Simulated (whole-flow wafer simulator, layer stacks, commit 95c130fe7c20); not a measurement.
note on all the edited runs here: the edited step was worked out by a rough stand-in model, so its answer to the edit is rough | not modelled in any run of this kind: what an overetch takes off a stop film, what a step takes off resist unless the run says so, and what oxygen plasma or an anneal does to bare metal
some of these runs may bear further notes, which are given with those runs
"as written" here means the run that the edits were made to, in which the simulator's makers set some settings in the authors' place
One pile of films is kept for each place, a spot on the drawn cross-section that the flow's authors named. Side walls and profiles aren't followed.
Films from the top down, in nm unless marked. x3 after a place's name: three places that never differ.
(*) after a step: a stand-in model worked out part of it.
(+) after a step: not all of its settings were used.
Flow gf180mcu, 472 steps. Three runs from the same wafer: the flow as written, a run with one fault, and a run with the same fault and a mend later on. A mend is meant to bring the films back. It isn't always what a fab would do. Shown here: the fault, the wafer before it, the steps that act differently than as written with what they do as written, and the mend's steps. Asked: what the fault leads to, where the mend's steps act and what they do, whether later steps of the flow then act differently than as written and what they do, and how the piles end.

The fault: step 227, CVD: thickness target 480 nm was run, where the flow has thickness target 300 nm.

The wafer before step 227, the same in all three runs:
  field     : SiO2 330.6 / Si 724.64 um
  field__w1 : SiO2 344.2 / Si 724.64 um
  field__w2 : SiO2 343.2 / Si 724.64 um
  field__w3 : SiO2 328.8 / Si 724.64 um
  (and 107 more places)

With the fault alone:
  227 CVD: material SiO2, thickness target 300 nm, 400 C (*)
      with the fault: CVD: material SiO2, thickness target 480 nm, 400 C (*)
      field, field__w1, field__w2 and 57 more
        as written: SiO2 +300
        with the fault: SiO2 +480
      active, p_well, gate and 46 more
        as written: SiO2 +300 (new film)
        with the fault: SiO2 +480 (new film)
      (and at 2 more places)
  Later steps of the flow that act differently than as written:
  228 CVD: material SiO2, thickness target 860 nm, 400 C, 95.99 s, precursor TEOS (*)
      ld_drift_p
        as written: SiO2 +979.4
        with the fault: SiO2 +932.3
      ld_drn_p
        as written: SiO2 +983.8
        with the fault: SiO2 +932.3
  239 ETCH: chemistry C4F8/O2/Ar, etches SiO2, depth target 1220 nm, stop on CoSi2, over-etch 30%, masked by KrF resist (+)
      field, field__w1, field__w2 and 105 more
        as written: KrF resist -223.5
        with the fault: KrF resist -244
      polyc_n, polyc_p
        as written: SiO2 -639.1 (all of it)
        with the fault: SiO2 -819.1 (all of it)
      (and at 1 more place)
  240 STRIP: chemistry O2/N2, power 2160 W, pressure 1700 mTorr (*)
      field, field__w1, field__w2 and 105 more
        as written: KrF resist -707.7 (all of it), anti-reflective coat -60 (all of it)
        with the fault: KrF resist -687.2 (all of it), anti-reflective coat -60 (all of it)
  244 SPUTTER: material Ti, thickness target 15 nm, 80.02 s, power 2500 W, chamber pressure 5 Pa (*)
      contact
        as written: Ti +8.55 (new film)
        with the fault: Ti +7.7 (new film)
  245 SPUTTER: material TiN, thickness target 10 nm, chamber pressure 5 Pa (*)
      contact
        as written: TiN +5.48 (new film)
        with the fault: TiN +4.95 (new film)
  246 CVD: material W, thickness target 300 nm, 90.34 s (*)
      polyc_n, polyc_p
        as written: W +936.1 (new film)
        with the fault: W +1116.1 (new film)
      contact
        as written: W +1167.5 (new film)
        with the fault: W +1348.9 (new film)
  At the end the piles differ from the flow's by more than 2% or 0.5 nm, whichever is larger, at field, field__w1, field__w2 and 109 more.
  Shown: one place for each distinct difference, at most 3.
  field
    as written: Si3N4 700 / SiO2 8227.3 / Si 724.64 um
    with the fault: Si3N4 700 / SiO2 8407.3 / Si 724.64 um
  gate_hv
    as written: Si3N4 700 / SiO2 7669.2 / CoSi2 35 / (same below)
    with the fault: Si3N4 700 / SiO2 7849.2 / CoSi2 35 / (same below)
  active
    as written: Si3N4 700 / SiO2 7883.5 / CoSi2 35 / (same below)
    with the fault: Si3N4 700 / SiO2 8063.5 / CoSi2 35 / (same below)

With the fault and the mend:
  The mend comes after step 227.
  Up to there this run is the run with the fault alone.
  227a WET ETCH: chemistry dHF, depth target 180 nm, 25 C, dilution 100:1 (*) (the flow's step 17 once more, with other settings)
      field, field__w1, field__w2 and 108 more
        SiO2 -180
  Later steps of the flow that act differently than as written:
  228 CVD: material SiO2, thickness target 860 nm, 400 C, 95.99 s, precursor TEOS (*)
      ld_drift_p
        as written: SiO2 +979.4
        with the mend: SiO2 +932.3
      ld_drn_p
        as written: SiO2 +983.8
        with the mend: SiO2 +932.3
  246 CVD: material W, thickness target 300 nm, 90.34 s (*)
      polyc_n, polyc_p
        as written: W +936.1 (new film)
        with the mend: W +820 (new film), void +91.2 (new film), W +24.9 (new film)
  At the end the piles differ from the flow's by more than 2% or 0.5 nm, whichever is larger, at polyc_n, polyc_p.
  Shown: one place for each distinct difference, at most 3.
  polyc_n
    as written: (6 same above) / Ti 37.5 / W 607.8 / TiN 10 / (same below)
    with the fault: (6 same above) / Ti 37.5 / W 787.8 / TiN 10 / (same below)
    with the mend: (6 same above) / Ti 37.5 / W 491.7 / void 91.2 / W 24.9 / TiN 10 / (same below)
